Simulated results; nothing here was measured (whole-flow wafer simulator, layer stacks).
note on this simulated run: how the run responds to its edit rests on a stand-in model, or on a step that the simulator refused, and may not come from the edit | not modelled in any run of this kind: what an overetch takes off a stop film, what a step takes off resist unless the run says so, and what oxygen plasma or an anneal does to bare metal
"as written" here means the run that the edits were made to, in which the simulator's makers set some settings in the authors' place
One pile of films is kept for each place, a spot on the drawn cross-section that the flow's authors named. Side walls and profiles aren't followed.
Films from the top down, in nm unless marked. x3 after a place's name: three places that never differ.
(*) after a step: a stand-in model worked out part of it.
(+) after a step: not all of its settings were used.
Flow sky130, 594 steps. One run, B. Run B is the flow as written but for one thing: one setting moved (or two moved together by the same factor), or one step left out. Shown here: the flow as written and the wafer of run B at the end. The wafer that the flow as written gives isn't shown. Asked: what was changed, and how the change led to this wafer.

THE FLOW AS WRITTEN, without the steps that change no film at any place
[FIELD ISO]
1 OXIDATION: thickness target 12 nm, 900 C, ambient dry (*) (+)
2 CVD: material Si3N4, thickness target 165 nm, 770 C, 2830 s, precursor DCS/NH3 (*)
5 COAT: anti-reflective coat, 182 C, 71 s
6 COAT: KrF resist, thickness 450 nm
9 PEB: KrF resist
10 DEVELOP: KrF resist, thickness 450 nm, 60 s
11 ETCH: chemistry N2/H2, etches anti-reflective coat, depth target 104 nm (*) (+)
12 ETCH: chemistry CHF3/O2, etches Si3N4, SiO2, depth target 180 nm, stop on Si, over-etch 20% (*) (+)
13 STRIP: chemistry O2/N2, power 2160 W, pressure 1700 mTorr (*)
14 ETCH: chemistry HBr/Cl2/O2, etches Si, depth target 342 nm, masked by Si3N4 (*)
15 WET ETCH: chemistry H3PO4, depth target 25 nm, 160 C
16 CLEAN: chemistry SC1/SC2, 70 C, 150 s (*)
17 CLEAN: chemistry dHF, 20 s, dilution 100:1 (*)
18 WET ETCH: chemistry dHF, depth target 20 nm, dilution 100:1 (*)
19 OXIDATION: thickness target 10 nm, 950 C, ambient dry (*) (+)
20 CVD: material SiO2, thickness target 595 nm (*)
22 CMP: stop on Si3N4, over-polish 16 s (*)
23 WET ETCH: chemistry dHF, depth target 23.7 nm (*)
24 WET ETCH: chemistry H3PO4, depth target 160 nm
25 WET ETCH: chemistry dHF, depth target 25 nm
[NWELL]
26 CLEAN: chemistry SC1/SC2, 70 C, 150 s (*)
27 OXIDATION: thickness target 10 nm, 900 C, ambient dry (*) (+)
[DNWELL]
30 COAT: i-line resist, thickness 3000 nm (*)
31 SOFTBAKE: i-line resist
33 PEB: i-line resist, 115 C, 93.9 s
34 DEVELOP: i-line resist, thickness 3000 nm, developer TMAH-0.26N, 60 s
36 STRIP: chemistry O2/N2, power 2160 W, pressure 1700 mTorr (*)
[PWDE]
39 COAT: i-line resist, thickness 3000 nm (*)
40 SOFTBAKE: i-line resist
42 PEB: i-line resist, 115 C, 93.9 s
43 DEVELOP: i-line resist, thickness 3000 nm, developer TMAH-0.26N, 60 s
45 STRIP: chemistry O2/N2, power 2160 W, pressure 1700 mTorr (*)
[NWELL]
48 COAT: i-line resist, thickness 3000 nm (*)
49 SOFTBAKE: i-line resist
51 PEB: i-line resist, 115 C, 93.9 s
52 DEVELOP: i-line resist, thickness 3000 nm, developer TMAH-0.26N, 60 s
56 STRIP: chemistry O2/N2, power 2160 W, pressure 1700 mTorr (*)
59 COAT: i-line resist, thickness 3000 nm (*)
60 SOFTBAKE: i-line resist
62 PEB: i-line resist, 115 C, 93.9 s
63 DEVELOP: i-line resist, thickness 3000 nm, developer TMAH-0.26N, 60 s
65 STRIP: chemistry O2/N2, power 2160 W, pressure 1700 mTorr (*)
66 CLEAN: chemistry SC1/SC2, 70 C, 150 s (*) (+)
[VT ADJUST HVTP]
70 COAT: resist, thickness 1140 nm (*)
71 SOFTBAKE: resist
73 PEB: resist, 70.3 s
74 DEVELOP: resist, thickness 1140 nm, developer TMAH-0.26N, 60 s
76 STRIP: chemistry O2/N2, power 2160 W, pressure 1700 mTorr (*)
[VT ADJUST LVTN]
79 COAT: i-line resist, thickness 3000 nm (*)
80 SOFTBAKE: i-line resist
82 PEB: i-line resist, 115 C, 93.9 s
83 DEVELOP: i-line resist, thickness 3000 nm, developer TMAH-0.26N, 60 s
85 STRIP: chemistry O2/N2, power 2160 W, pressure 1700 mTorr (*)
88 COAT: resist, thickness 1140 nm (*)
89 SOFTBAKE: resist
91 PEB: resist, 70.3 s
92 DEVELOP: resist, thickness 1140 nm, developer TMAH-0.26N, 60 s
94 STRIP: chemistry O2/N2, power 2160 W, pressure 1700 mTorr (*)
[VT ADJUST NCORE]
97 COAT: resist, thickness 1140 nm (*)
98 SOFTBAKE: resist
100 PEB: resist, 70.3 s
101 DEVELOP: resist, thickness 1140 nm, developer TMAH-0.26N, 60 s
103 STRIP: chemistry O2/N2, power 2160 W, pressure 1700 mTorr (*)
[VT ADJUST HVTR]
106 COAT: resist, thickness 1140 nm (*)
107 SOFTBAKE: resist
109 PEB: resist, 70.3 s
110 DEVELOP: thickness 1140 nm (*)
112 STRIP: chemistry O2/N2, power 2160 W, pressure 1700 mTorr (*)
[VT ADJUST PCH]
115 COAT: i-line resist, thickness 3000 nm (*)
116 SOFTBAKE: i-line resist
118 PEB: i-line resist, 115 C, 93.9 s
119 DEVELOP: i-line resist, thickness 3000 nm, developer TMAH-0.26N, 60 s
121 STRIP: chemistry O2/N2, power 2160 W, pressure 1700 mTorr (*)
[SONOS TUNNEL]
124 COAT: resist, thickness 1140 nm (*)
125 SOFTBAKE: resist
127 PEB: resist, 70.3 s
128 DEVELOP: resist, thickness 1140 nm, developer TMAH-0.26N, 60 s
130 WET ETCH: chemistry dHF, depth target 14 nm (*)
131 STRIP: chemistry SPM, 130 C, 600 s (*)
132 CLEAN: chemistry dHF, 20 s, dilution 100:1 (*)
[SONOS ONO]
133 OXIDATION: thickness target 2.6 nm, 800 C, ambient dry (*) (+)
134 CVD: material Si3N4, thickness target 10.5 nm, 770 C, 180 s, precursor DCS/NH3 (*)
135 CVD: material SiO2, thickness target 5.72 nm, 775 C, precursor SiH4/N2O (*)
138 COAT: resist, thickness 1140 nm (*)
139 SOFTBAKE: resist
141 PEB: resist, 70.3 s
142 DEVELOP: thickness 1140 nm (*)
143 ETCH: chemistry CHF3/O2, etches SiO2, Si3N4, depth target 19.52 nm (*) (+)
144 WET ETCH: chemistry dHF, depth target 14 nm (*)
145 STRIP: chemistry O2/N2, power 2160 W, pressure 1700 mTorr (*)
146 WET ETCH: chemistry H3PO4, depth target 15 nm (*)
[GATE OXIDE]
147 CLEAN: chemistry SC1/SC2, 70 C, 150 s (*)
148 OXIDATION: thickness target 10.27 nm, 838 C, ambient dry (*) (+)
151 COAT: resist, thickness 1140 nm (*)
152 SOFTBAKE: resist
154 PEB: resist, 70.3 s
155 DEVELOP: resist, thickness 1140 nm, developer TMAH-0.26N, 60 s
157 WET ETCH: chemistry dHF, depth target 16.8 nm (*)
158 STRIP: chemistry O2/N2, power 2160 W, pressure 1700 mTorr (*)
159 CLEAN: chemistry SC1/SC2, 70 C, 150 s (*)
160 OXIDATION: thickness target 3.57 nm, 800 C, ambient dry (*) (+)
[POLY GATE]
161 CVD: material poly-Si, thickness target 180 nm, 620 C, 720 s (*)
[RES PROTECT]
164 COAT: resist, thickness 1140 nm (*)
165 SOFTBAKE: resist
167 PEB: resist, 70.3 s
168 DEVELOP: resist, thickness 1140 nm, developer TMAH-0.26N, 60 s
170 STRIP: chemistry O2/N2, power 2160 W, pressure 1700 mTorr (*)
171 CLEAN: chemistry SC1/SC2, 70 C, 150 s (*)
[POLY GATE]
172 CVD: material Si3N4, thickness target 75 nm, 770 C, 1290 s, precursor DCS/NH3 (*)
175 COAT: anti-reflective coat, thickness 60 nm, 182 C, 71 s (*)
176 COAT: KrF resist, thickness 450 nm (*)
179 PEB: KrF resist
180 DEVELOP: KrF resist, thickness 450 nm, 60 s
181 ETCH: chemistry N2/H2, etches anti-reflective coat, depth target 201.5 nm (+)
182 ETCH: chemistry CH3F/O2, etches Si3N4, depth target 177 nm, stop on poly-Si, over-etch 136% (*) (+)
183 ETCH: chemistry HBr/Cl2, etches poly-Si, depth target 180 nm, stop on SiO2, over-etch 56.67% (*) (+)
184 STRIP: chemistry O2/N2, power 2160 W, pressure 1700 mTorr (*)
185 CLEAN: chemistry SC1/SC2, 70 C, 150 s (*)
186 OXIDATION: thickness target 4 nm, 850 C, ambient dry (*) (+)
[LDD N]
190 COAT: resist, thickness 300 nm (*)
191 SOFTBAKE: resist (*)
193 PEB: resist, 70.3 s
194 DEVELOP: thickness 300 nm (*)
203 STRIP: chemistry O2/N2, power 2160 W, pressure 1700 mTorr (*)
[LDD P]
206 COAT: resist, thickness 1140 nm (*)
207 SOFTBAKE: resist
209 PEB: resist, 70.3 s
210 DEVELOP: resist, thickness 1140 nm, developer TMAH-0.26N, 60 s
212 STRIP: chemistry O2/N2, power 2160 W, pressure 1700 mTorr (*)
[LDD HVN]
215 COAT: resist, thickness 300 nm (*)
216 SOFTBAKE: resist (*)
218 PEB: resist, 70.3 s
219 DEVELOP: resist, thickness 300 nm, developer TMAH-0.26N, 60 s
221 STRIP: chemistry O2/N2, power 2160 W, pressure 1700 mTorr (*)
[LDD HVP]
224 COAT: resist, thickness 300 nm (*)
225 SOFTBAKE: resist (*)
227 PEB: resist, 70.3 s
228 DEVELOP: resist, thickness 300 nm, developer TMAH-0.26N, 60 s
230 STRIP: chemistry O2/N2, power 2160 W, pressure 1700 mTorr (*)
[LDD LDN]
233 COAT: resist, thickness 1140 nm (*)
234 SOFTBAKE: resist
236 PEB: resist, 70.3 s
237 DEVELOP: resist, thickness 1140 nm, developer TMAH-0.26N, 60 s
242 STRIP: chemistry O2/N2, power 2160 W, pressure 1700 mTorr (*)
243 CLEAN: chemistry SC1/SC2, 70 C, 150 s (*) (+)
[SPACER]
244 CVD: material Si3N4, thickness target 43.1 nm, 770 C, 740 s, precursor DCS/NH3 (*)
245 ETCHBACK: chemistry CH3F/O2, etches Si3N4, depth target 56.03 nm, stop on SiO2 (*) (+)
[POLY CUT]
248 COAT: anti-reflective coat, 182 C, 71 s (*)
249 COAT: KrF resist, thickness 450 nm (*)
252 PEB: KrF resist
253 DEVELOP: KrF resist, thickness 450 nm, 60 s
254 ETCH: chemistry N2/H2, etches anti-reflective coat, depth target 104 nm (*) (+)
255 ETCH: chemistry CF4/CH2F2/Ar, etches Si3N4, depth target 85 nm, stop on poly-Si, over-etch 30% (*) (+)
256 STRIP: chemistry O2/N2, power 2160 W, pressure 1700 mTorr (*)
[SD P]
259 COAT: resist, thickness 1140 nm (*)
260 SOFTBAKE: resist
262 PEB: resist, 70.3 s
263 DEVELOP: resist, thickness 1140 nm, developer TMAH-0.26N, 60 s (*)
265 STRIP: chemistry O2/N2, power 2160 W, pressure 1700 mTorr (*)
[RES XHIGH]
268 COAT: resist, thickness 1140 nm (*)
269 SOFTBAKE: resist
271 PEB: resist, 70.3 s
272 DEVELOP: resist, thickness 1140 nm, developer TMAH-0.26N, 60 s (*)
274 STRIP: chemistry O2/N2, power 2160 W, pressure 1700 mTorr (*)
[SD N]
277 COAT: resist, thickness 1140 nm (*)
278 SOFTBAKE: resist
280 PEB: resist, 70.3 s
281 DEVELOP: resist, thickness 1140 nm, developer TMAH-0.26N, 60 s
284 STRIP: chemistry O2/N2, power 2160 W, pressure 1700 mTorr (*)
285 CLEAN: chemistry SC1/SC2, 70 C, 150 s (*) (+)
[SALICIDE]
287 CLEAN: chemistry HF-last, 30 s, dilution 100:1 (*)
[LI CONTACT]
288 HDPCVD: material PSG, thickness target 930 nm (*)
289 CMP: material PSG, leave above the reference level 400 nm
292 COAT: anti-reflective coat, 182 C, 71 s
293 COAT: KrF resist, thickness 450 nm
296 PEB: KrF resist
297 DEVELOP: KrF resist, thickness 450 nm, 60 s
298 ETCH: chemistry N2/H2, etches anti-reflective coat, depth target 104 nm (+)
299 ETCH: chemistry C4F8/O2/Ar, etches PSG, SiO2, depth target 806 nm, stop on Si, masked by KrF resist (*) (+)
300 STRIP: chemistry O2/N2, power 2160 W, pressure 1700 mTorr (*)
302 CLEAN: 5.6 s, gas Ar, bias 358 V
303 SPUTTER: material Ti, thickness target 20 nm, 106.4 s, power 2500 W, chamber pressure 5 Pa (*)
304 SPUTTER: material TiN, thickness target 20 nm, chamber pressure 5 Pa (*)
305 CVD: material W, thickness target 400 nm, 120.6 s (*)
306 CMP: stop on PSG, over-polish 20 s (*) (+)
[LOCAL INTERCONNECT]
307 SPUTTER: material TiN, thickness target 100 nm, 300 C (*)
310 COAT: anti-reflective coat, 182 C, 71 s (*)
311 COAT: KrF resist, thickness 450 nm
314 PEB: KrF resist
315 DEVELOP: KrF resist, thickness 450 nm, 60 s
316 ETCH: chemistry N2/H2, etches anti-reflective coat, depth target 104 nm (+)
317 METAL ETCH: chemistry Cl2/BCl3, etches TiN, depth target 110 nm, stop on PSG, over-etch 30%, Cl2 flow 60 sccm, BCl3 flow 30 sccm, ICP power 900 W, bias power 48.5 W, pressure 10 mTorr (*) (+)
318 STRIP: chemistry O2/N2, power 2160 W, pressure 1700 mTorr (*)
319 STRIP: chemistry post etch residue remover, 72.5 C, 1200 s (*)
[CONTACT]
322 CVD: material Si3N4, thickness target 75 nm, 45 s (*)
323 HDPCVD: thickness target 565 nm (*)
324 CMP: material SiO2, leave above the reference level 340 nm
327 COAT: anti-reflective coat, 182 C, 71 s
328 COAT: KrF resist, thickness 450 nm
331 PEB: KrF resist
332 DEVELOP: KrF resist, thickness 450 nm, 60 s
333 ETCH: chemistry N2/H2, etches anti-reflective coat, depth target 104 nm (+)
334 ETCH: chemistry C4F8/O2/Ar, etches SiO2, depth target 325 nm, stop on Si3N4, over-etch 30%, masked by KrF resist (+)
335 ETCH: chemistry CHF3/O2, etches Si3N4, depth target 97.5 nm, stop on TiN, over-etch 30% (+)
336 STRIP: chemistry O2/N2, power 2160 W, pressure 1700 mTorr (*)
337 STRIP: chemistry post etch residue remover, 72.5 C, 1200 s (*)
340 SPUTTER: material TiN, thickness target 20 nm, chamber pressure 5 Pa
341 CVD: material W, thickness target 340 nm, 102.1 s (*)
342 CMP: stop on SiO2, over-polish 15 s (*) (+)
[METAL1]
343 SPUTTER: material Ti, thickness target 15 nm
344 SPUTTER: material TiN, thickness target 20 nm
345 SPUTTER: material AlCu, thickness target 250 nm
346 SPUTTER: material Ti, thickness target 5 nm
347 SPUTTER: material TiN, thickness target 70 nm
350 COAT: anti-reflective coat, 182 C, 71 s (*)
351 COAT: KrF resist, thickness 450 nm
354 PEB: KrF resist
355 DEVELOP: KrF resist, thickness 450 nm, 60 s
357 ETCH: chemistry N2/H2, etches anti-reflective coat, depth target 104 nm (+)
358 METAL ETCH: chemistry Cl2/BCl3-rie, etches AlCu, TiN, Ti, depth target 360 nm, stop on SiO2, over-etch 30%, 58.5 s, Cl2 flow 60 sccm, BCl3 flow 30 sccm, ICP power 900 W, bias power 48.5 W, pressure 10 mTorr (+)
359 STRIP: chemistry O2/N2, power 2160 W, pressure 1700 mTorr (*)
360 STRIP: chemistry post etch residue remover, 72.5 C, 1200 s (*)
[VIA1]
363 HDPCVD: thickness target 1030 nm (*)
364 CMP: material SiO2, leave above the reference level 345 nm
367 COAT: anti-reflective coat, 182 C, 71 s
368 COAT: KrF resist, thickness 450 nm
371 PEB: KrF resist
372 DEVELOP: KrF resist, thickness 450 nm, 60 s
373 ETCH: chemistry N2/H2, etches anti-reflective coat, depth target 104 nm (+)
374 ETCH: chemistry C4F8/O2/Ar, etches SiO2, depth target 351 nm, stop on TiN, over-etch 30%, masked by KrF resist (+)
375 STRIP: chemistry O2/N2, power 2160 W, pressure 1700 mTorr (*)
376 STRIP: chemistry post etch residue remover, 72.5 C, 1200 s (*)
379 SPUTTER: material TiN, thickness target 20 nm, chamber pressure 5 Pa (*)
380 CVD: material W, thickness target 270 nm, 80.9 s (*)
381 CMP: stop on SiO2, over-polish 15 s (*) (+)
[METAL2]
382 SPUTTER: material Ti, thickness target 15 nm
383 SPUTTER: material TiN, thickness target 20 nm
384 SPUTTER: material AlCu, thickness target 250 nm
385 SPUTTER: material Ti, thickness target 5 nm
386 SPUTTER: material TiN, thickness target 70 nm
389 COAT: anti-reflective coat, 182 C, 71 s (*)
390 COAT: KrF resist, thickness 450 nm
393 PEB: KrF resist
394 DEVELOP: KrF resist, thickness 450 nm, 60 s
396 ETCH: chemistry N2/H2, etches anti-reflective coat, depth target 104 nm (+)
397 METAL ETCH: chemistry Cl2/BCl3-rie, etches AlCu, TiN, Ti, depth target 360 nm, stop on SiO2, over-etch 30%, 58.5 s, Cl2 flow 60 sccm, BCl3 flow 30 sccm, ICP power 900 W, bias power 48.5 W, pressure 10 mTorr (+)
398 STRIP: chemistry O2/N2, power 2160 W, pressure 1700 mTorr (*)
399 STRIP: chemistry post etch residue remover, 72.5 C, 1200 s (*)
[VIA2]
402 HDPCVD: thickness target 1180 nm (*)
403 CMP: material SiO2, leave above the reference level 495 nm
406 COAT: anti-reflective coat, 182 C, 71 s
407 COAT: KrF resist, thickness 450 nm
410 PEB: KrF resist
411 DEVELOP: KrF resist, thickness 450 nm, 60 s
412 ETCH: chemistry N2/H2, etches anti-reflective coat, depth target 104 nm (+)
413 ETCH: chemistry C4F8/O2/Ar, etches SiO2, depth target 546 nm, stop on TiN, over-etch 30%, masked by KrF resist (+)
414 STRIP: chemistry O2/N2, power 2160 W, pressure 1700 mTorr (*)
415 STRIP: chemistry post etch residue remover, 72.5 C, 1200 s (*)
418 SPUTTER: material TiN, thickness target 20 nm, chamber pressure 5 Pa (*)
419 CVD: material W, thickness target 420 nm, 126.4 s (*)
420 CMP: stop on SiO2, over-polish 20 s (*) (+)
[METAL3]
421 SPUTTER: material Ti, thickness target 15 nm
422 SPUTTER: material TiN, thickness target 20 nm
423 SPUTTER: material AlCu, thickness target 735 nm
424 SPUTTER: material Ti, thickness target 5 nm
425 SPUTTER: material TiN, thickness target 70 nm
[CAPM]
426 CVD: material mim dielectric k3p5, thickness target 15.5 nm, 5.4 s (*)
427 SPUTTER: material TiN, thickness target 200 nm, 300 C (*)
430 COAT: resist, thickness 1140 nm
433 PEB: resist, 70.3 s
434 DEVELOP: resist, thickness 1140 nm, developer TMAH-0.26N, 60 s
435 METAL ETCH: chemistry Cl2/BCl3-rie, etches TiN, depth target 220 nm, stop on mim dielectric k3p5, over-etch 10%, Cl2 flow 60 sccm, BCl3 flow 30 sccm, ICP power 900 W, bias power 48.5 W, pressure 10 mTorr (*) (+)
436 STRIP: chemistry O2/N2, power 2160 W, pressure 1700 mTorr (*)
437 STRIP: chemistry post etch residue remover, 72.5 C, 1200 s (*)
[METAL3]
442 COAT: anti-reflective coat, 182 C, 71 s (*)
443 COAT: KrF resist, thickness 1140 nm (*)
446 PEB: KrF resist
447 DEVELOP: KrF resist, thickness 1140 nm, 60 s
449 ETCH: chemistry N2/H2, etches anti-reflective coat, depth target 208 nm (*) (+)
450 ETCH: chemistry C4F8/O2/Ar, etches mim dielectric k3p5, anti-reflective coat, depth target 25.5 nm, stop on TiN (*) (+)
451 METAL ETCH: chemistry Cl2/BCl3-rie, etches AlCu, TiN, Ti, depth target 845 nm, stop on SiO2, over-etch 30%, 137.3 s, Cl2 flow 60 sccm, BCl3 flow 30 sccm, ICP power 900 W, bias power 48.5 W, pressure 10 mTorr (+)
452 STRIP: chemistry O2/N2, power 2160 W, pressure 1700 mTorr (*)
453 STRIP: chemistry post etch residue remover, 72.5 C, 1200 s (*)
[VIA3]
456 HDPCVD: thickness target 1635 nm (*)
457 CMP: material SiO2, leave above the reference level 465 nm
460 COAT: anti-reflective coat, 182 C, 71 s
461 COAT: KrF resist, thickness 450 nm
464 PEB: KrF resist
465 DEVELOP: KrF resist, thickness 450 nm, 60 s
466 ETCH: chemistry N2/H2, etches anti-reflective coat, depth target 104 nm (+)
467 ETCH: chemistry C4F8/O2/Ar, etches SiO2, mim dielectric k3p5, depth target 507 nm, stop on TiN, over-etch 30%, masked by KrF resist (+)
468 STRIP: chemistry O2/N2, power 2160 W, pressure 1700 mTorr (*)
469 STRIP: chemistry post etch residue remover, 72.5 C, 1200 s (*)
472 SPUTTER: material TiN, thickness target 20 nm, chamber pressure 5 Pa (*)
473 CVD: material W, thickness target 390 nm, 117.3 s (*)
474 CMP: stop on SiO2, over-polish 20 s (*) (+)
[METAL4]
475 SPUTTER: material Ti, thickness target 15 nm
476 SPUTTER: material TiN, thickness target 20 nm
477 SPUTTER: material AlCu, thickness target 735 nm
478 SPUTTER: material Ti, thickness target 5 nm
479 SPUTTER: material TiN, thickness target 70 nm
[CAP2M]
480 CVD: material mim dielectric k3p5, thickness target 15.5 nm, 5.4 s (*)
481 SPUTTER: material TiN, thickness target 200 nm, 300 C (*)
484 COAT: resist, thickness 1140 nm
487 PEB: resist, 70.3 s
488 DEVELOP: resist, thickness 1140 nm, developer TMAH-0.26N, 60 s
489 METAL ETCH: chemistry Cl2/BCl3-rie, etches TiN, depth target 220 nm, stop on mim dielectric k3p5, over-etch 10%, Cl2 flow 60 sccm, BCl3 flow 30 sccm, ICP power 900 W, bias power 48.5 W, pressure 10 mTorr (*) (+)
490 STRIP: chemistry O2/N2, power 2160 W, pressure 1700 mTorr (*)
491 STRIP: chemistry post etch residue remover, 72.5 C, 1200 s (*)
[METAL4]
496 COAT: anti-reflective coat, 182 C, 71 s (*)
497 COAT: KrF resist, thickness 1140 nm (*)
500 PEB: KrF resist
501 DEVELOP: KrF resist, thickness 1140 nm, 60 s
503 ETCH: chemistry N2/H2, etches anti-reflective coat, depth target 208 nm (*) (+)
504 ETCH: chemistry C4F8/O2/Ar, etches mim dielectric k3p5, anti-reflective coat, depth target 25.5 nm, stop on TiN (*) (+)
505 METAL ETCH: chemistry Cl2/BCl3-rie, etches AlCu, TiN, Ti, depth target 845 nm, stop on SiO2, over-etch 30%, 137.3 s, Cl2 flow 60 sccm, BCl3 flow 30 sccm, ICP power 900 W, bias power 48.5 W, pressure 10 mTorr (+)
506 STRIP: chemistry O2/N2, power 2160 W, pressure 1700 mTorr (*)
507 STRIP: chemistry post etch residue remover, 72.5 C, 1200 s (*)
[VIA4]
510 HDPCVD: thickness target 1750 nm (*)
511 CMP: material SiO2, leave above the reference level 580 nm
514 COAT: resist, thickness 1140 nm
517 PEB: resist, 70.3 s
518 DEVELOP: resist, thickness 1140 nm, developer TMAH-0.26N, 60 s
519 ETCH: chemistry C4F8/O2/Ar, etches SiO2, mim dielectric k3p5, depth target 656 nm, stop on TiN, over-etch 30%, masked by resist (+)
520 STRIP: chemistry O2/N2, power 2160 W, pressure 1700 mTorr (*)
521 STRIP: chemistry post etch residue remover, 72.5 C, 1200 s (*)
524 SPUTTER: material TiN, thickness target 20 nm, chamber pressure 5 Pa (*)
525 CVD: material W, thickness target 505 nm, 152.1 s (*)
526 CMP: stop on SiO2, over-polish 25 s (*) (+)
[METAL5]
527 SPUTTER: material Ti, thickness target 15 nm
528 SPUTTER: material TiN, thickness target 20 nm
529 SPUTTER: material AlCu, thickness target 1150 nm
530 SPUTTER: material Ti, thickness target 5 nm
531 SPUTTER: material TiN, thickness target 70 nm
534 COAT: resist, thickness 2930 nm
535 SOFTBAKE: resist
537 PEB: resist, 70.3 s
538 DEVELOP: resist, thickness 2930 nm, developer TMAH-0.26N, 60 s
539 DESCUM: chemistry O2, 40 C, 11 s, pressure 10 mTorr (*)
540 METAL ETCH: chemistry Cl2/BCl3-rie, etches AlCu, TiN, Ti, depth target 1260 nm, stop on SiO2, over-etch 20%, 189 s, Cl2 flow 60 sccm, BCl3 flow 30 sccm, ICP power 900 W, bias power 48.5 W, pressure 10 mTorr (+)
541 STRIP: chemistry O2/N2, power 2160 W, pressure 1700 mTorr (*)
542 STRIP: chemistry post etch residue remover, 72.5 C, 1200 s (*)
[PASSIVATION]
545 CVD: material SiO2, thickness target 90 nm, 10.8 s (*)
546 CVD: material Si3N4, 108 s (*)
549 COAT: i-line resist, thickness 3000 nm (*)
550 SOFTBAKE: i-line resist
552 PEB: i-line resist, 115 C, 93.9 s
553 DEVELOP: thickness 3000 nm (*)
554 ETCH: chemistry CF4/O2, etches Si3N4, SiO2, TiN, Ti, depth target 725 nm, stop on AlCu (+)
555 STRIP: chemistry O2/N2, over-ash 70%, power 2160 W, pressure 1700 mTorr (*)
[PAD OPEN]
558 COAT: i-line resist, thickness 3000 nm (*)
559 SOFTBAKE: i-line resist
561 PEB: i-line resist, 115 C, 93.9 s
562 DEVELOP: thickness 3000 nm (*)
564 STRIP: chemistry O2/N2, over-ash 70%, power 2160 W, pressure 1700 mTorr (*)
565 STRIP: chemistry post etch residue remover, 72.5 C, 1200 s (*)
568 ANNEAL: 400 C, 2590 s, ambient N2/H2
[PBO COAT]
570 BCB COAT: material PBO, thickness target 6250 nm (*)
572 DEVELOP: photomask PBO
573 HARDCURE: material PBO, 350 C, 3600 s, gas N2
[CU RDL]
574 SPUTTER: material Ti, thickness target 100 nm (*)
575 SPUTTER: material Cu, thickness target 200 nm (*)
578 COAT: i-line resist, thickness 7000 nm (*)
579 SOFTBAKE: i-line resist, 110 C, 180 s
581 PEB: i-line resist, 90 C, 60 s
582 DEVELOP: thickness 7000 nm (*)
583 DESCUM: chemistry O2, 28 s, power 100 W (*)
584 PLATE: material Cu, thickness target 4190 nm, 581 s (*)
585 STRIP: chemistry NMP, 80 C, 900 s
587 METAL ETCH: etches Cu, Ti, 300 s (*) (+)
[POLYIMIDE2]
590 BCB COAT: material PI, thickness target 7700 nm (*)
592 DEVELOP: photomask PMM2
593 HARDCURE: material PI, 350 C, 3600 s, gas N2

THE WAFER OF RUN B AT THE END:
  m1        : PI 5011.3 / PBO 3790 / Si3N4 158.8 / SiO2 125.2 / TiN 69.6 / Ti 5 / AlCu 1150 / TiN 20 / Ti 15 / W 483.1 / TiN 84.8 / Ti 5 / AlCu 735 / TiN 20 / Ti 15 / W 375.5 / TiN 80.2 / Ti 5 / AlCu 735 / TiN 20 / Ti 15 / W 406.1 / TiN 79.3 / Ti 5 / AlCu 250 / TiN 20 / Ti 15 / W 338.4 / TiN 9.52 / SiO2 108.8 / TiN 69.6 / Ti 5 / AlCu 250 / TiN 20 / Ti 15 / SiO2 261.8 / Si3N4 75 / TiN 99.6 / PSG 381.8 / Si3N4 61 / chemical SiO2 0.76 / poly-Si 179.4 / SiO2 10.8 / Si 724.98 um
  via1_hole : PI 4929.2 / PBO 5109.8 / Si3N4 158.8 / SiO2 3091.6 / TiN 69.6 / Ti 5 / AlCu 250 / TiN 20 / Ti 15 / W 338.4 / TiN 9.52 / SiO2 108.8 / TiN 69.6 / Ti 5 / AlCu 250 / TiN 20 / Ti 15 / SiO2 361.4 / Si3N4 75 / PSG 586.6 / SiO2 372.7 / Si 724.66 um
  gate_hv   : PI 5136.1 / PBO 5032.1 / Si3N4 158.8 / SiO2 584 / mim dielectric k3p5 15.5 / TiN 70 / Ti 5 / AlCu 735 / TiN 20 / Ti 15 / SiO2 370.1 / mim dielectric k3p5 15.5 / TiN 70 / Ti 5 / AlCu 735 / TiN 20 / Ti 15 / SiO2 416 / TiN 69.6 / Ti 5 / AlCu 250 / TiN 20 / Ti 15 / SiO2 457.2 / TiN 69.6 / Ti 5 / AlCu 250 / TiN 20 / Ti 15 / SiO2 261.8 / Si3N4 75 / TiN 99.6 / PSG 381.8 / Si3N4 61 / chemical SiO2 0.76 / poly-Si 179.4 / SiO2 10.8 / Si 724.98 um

The cause: step 364, CMP: leave above the reference level 535 nm was run, where the flow has leave above the reference level 345 nm.

How the change led to this, step by step:
  364 CMP: material SiO2, leave above the reference level 345 nm
      n_well, p_well, gate_hv and 100 more: SiO2 -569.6 (as written it would be: SiO2 -759.6)
      field, active, gate and 81 more: SiO2 -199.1 (as written it would be: SiO2 -389.1)
      (and at 4 more places)
  374 ETCH: chemistry C4F8/O2/Ar, etches SiO2, depth target 351 nm, stop on TiN, over-etch 30%, masked by KrF resist (+)
      m1, via1_hole: SiO2 -351 (as written it would be: SiO2 -269.8 (all of it))
  379 SPUTTER: material TiN, thickness target 20 nm, chamber pressure 5 Pa (*)
      m1: TiN +9.52 (new film) (as written it would be: TiN +11)
      via1_hole: TiN +9.52 (new film) (as written it would be: TiN +10.9)
  380 CVD: material W, thickness target 270 nm, 80.9 s (*)
      m1, via1_hole: W +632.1 (new film) (as written it would be: W +549.9 (new film))
Counting metal films that touch as one body, m1 has 3 bodies (between them, from the top down: SiO2 108.8; SiO2 261.8 / Si3N4 75); the flow as written gives 2 bodies (between them, from the top down: SiO2 261.8 / Si3N4 75).
Counting metal films that touch as one body, via1_hole has 2 bodies (between them, from the top down: SiO2 108.8); the flow as written gives 1 body.
